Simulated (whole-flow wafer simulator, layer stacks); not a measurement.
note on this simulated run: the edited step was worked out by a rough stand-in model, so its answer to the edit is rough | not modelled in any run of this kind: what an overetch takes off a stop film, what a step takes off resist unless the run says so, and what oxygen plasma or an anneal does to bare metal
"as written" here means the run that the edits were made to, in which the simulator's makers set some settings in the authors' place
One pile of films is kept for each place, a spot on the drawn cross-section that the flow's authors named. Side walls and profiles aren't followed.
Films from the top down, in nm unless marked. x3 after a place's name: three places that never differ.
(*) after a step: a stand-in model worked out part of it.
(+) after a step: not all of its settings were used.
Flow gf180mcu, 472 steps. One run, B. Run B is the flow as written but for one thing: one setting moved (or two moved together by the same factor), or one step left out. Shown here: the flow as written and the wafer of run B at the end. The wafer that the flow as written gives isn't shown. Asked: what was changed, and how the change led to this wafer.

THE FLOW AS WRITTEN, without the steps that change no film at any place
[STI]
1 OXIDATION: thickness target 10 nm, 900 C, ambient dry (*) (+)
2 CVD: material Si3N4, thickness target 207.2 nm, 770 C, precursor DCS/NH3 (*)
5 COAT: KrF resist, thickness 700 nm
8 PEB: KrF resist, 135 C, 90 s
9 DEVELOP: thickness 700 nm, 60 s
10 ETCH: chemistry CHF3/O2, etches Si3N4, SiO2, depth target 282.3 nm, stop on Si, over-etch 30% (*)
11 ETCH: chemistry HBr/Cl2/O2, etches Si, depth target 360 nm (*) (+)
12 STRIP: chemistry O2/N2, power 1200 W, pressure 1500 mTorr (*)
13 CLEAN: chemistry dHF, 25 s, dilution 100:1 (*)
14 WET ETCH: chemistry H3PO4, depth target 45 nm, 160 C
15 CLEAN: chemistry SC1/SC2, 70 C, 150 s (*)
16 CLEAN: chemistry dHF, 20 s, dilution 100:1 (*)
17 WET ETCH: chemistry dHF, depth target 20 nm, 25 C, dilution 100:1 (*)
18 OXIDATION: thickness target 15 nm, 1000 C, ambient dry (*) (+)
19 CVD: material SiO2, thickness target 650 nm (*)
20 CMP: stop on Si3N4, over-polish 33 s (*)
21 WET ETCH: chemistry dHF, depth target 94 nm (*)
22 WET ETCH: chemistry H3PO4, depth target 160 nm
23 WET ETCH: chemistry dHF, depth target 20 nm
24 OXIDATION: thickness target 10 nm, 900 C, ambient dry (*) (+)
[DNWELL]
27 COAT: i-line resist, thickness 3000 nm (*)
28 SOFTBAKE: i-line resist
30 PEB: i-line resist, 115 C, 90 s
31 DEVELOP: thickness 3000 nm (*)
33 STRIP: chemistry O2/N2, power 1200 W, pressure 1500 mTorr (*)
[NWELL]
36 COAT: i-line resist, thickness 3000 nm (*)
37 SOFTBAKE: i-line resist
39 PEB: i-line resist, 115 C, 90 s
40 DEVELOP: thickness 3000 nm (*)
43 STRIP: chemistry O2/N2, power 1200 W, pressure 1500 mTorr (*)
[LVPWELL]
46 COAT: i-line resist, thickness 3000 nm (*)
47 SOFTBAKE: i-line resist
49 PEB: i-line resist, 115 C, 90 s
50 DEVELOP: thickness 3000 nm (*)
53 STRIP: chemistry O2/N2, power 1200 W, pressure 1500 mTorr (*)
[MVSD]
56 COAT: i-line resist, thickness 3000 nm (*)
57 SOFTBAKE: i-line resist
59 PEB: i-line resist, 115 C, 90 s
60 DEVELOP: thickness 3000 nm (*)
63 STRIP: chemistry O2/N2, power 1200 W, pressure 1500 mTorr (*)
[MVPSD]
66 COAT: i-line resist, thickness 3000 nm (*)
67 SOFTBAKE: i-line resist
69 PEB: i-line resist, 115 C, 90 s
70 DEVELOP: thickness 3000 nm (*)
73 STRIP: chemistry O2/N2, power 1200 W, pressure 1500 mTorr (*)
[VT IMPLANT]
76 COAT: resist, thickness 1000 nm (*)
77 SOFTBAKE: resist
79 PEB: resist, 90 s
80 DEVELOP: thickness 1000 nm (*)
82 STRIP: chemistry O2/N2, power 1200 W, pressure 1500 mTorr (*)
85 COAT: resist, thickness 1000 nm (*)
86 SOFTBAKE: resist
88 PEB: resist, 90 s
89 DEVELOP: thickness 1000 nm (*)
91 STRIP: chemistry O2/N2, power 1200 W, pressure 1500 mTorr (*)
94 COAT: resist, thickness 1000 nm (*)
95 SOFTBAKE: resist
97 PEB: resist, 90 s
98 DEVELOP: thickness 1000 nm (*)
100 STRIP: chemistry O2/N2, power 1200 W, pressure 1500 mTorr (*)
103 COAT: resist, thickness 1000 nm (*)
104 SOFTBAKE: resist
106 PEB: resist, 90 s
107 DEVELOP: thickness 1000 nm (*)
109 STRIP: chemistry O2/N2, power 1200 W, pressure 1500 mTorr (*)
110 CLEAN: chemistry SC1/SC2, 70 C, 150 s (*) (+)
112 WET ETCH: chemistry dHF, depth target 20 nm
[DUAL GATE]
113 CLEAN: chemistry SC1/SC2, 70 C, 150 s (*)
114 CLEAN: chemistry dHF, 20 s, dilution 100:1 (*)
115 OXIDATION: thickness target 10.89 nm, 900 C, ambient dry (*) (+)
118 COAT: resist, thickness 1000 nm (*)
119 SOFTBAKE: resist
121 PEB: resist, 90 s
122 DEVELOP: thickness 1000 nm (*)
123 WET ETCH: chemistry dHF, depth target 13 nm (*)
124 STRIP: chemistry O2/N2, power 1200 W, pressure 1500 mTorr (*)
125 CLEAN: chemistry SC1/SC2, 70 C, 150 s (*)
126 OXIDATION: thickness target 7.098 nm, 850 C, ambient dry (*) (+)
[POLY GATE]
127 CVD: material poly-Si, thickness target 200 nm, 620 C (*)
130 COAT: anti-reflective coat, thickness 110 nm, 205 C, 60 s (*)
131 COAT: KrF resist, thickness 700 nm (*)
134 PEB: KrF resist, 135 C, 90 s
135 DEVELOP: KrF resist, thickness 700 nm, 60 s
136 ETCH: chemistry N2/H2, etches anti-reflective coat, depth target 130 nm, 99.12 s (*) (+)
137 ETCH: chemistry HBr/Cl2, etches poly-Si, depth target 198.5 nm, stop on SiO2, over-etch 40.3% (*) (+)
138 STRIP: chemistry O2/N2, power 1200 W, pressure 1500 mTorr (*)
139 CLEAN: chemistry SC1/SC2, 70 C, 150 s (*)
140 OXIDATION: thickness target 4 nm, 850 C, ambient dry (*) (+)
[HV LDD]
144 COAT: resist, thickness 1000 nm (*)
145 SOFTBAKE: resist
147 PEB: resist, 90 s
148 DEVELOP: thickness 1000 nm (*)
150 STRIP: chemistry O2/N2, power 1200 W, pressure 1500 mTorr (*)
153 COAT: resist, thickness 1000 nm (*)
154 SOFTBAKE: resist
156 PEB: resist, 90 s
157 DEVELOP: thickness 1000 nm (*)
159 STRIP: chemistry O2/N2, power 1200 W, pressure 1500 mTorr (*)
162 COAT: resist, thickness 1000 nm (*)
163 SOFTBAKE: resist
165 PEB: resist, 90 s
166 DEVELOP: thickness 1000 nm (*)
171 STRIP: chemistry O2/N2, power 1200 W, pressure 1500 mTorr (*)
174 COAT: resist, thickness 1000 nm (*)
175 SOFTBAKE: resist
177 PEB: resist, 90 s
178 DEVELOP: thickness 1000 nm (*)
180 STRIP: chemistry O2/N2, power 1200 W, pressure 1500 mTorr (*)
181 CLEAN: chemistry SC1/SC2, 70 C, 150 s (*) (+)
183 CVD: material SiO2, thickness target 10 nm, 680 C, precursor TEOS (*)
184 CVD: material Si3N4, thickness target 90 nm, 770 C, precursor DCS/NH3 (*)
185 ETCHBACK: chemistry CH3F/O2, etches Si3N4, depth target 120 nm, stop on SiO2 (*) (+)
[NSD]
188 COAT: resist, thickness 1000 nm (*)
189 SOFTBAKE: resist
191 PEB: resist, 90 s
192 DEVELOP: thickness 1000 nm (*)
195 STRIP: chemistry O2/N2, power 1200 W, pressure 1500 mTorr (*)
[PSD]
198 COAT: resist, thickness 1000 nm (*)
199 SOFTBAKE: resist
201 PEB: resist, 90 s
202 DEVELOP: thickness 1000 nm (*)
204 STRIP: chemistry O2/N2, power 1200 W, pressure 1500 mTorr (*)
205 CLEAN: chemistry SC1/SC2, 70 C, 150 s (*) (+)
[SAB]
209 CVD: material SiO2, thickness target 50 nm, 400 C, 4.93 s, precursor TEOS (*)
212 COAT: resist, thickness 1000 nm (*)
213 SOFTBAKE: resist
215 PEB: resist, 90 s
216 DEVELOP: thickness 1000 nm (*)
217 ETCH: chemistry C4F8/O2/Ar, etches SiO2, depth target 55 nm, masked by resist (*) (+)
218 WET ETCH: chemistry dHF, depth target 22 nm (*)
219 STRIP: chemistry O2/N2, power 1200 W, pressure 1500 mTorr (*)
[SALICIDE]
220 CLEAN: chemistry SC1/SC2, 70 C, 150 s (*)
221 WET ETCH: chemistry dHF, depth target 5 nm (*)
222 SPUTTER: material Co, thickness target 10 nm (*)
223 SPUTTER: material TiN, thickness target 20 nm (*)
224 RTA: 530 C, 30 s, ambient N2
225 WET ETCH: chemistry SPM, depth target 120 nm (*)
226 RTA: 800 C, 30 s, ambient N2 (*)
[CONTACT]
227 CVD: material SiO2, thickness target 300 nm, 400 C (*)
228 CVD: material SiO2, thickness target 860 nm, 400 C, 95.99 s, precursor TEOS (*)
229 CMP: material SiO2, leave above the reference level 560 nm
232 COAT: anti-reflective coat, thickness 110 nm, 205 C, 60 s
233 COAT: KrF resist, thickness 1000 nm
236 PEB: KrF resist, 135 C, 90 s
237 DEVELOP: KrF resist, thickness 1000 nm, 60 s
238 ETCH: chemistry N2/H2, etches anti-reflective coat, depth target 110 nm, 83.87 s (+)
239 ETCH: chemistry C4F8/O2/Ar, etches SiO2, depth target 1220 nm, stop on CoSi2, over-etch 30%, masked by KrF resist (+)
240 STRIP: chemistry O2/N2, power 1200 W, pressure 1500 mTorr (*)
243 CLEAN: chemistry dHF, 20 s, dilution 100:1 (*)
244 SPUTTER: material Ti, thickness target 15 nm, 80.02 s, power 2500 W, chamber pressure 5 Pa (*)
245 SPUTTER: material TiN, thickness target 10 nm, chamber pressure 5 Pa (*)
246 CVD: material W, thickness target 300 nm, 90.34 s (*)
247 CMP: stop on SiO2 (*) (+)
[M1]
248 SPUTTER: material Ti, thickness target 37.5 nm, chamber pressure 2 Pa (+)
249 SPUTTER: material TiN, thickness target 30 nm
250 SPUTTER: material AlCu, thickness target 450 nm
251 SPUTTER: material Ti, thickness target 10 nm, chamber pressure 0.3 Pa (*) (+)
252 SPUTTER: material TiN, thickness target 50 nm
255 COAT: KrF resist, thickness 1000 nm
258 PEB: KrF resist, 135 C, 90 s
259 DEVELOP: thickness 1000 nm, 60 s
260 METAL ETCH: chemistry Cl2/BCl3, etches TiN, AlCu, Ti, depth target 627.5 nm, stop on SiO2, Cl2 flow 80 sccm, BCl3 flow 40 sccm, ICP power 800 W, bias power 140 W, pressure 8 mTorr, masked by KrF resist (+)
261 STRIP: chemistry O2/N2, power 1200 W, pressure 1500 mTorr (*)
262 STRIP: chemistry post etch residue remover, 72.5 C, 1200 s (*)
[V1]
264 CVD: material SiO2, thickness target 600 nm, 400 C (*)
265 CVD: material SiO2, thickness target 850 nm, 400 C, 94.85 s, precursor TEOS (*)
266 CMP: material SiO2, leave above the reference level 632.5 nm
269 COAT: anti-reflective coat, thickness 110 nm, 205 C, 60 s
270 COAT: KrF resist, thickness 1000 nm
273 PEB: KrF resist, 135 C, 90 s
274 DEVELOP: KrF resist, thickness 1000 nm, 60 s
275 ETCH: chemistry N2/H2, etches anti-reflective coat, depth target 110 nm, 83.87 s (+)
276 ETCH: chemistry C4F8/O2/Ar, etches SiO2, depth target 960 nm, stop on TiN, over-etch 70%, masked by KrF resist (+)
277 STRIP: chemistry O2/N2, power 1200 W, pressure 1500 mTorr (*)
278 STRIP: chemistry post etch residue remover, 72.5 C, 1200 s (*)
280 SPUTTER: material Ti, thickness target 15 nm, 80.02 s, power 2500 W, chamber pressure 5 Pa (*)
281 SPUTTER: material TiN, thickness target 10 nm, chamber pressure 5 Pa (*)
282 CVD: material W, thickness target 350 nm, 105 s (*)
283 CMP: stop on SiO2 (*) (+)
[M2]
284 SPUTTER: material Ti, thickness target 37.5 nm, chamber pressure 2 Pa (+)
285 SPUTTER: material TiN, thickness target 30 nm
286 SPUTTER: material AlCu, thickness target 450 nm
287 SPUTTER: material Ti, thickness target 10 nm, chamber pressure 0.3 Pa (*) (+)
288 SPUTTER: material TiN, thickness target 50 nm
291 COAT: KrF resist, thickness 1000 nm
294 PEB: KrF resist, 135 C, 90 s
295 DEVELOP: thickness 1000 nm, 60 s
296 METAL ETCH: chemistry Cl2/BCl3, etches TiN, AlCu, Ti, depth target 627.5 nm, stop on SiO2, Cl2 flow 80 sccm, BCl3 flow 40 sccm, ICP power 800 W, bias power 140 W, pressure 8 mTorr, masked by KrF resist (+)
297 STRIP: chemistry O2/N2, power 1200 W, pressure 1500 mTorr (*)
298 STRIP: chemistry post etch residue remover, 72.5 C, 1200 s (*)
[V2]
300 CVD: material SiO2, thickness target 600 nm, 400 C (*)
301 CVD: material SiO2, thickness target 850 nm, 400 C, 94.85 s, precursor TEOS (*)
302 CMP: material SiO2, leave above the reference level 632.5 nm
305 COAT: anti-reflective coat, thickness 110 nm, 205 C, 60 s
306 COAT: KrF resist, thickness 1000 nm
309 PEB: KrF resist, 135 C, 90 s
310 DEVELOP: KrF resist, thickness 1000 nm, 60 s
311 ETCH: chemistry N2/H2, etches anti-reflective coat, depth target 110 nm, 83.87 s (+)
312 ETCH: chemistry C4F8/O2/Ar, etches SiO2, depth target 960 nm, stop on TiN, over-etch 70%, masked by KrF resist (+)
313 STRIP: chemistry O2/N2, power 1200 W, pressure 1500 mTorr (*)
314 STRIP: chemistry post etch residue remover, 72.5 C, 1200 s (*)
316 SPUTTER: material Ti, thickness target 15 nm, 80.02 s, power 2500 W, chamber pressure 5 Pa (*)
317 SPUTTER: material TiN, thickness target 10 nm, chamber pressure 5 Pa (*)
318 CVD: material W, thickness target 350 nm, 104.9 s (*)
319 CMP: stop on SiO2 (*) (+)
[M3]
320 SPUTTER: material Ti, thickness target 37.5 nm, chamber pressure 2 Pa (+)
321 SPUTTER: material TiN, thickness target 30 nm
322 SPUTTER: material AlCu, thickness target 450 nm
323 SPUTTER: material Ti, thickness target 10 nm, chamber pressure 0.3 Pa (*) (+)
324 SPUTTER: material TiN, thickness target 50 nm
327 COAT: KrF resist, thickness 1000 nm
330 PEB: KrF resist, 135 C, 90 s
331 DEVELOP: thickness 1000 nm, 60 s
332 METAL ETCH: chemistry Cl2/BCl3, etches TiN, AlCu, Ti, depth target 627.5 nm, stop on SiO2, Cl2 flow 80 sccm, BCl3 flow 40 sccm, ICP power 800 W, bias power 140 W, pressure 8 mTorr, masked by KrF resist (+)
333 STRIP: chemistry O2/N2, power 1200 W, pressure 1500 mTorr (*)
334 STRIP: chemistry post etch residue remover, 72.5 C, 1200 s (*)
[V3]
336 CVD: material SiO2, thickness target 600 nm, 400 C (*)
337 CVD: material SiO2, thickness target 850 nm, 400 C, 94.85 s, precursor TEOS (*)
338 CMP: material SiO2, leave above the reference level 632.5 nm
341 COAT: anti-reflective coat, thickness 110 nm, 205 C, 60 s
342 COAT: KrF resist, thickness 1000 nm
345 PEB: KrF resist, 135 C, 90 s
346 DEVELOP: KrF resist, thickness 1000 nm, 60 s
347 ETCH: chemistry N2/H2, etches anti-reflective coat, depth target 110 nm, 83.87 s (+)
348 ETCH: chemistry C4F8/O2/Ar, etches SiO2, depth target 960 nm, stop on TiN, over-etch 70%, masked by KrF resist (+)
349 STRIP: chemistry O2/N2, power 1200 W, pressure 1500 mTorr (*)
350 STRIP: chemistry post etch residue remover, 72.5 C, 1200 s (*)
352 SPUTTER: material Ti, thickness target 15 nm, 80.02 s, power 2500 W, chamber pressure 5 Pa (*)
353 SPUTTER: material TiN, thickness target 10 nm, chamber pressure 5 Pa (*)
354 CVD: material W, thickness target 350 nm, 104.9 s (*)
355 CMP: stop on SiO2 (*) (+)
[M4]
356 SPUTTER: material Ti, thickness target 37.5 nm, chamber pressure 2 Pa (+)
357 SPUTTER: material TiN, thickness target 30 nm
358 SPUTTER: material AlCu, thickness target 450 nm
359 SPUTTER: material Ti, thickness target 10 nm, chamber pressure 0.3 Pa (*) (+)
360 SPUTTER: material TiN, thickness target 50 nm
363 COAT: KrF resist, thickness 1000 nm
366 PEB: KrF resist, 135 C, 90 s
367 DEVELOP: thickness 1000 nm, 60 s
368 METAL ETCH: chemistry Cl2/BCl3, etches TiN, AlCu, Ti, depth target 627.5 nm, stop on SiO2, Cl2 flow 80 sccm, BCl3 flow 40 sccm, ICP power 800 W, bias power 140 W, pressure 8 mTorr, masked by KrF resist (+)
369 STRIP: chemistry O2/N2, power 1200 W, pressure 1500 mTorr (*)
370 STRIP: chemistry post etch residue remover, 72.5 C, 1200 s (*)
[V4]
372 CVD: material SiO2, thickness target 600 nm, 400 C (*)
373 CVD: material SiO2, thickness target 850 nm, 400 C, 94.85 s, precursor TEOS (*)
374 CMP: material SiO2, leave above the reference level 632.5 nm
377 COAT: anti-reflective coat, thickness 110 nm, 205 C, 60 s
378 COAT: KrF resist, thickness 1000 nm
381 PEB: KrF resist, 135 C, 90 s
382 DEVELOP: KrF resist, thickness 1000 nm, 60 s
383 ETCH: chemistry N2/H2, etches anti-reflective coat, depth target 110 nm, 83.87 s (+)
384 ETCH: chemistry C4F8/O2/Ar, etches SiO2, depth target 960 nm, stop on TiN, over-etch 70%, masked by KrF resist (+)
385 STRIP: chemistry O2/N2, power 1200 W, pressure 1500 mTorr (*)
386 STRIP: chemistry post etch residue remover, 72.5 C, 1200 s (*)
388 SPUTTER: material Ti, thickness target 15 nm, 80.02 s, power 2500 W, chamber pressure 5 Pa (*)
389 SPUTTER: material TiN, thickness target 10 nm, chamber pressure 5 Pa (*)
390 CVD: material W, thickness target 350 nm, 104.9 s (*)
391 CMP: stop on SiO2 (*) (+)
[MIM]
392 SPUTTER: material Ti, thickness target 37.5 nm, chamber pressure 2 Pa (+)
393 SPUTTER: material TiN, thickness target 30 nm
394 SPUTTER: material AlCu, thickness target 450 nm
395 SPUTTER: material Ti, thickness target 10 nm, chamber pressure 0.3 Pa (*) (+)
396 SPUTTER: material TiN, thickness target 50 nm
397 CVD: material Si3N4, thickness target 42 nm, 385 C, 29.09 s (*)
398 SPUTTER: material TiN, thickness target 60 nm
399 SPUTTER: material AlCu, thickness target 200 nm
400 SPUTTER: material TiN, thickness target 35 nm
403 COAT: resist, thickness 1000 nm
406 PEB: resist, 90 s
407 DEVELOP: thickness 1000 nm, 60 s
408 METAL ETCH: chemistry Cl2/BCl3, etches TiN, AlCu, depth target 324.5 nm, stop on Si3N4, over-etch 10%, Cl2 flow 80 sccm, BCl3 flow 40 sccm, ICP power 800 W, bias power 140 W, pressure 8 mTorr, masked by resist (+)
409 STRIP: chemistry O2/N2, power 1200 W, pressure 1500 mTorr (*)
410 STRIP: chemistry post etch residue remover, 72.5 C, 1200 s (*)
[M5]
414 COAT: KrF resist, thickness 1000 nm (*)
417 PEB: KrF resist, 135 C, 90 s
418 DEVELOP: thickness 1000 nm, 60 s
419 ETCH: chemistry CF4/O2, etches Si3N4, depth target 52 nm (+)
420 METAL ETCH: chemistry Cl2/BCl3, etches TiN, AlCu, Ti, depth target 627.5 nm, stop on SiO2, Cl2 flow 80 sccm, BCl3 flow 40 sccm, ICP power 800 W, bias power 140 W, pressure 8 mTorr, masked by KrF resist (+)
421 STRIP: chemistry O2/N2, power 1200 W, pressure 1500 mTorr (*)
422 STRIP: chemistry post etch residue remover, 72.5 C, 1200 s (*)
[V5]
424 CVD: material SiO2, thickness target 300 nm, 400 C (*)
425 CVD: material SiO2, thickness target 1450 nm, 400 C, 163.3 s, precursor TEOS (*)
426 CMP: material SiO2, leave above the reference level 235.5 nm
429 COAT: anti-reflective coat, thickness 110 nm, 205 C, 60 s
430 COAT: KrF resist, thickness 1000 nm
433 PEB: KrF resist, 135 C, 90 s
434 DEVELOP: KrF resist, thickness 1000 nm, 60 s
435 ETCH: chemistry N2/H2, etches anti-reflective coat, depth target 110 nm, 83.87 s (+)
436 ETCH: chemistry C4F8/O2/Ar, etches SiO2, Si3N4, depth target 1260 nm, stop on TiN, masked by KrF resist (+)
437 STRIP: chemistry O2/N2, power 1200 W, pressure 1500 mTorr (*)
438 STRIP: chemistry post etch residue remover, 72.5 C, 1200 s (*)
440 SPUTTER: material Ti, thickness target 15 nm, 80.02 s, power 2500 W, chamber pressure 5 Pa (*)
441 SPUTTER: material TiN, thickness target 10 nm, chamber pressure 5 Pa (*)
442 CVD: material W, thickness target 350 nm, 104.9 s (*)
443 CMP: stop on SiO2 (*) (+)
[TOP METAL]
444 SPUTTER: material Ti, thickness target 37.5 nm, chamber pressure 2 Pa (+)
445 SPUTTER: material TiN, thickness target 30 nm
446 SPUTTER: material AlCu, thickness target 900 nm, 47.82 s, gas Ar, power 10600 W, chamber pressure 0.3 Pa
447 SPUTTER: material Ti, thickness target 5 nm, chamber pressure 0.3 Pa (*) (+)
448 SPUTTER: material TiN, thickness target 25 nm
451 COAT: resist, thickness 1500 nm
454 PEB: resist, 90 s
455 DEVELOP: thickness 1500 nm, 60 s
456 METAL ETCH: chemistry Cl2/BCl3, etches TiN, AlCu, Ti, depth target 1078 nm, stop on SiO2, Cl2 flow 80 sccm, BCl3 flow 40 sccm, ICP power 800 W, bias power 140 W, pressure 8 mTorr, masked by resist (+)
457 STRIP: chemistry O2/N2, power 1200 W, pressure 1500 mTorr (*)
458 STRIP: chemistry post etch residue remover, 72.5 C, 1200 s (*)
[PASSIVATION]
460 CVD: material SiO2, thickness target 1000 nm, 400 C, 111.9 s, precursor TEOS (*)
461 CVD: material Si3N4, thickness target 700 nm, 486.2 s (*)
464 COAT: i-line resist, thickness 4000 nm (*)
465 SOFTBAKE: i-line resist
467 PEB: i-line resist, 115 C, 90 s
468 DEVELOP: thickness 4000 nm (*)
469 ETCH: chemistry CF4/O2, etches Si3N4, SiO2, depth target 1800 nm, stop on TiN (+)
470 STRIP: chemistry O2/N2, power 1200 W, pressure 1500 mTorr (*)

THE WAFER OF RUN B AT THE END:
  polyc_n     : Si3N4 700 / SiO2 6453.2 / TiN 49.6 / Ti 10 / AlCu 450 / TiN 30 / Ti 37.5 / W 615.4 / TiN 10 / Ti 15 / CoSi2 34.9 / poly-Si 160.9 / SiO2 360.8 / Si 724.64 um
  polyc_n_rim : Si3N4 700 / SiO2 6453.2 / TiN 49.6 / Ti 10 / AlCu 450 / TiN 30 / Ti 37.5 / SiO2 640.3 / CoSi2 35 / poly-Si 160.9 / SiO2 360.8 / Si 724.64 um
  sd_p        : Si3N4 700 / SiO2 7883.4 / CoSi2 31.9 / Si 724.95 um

The cause: step 123, WET ETCH: depth target 20 nm was run, where the flow has depth target 13 nm.

How the change led to this, step by step:
  123 WET ETCH: chemistry dHF, depth target 13 nm (*)
      field, field__w3, field__w12 and 20 more: SiO2 -22 (as written it would be: SiO2 -14.3)
  130 COAT: anti-reflective coat, thickness 110 nm, 205 C, 60 s (*)
      p_well, spacer, sd_n: anti-reflective coat +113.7 (new film) (as written it would be: anti-reflective coat +121 (new film))
      gate, sd_p: anti-reflective coat +114.1 (new film) (as written it would be: anti-reflective coat +117 (new film))
      (and at 22 more places)
  136 ETCH: chemistry N2/H2, etches anti-reflective coat, depth target 130 nm, 99.12 s (*) (+)
      p_well, spacer, sd_n: anti-reflective coat -113.7 (all of it), poly-Si -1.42 (as written it would be: anti-reflective coat -121 (all of it), poly-Si -1.23)
      field__w2: anti-reflective coat -96.7 (all of it), poly-Si -1.85 (as written it would be: anti-reflective coat -100.3 (all of it), poly-Si -1.76)
      (and at 20 more places)
  138 STRIP: chemistry O2/N2, power 1200 W, pressure 1500 mTorr (*)
      gate: chemical SiO2 +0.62 (new film), KrF resist -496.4 (all of it), anti-reflective coat -114.1 (all of it), poly-Si -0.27 (as written it would be: chemical SiO2 +0.62 (new film), KrF resist -496.5 (all of it), anti-reflective coat -117 (all of it), poly-Si -0.27)
      gate_p: chemical SiO2 +0.62 (new film), KrF resist -496.2 (all of it), anti-reflective coat -114.2 (all of it), poly-Si -0.27 (as written it would be: chemical SiO2 +0.62 (new film), KrF resist -496.2 (all of it), anti-reflective coat -117 (all of it), poly-Si -0.27)
      (and at 1 more place)
  189 SOFTBAKE: resist
      nw_enc_fld_lv__w3: resist -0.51 (as written it would be: resist +0.35)
  199 SOFTBAKE: resist
      nw_enc_fld_lv__w3: resist -0.51 (as written it would be: resist +0.35)
  223 SPUTTER: material TiN, thickness target 20 nm (*)
      field__w12: TiN +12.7 (new film) (as written it would be: TiN +12 (new film))
  225 WET ETCH: chemistry SPM, depth target 120 nm (*)
      field__w12: TiN -12.7 (all of it), Co -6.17 (all of it) (as written it would be: TiN -12 (all of it), Co -6.15 (all of it))
  229 CMP: material SiO2, leave above the reference level 560 nm
      sti, mim_1p0, pad, dice_street, iso_nw_fld, iso_fld_sub: SiO2 -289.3 (as written it would be: SiO2 -297)
      field__w7, field__w8, field__w11: SiO2 -279.1 (as written it would be: SiO2 -286.8)
      (and at 18 more places)
